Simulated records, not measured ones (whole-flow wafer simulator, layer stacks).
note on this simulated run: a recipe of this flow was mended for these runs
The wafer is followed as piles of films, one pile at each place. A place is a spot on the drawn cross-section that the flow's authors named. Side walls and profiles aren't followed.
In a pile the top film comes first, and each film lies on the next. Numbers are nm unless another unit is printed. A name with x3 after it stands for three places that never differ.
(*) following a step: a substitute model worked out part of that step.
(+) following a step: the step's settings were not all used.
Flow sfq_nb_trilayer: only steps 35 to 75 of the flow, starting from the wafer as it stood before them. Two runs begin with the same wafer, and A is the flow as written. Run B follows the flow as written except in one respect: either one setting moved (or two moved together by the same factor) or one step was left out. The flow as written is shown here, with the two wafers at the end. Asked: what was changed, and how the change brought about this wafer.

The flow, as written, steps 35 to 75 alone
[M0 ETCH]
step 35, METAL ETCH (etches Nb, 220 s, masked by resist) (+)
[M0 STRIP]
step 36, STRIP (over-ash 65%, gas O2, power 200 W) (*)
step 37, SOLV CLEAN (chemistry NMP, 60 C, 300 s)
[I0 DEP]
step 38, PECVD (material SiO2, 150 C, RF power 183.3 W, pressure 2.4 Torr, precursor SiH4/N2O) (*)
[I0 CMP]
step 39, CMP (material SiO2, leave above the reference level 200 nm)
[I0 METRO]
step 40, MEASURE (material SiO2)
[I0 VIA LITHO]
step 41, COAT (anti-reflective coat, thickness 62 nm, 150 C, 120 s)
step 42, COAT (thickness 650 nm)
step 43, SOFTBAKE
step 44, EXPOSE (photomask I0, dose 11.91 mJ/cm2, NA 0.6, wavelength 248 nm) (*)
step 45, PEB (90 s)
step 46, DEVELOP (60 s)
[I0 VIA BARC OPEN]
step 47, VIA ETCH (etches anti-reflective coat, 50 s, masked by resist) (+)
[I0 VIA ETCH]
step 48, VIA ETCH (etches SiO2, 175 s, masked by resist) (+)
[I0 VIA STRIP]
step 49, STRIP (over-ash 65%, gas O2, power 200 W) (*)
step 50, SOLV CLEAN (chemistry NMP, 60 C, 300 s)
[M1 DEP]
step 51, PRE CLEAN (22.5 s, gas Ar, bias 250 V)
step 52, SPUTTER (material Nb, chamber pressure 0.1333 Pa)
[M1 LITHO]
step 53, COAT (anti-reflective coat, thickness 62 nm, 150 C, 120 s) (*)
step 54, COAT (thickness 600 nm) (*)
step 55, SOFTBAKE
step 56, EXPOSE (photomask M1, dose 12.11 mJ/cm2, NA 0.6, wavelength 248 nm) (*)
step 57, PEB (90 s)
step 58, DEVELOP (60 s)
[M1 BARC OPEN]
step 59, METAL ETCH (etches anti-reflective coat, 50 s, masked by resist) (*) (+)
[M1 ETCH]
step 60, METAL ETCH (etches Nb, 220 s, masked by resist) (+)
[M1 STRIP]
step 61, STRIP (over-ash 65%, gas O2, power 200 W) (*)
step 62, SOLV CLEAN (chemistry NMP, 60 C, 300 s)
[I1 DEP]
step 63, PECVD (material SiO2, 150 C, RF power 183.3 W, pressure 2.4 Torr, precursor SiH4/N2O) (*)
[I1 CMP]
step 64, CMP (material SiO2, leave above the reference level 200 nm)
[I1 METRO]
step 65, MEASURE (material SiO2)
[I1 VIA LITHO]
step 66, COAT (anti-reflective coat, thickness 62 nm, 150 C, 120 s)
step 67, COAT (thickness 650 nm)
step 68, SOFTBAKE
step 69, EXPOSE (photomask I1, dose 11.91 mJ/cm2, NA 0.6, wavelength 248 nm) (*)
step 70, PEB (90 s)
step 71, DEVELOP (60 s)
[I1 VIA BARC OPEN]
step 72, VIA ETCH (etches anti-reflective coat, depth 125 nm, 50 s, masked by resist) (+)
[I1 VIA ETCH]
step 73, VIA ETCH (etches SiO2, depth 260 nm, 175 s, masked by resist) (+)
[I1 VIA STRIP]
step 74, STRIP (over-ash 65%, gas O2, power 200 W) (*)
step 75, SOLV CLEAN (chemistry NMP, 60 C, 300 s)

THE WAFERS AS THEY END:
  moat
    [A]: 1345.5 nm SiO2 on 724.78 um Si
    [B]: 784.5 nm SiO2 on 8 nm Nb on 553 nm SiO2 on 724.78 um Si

What caused this: step 35, METAL ETCH: 176 s was run, though the flow has 220 s.

How this came from the change, step by step:
  step 35, METAL ETCH (etches Nb, 220 s, masked by resist) (+)
      moat, m0r_space_l x2: A -200 Nb (all of it), -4 SiO2 | B -192 Nb
      field_l, v_sur, via_wl and 100 more: A -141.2 KrF-resist-other-grade | B -112.9 KrF-resist-other-grade
  step 36, STRIP (over-ash 65%, gas O2, power 200 W) (*)
      p4_fl x53, wl_j_sl x16, wl_d_sl x2: A -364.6 KrF-resist-other-grade (all of it), -62 anti-reflective coat (all of it) | B -392.8 KrF-resist-other-grade (all of it), -62 anti-reflective coat (all of it)
      jj_sur, ce_l, c5j, res: A -370.5 KrF-resist-other-grade (all of it), -63.7 anti-reflective coat (all of it) | B -398.7 KrF-resist-other-grade (all of it), -63.7 anti-reflective coat (all of it)
      (and at 28 other places as well)
  step 38, PECVD (material SiO2, 150 C, RF power 183.3 W, pressure 2.4 Torr, precursor SiH4/N2O) (*)
      moat, m0r_space_l x2: A +561.1 SiO2 | B +549.1 SiO2 (new film)
If metal films that touch count as one body, moat has 1 body; the flow as written gives 0 bodies.
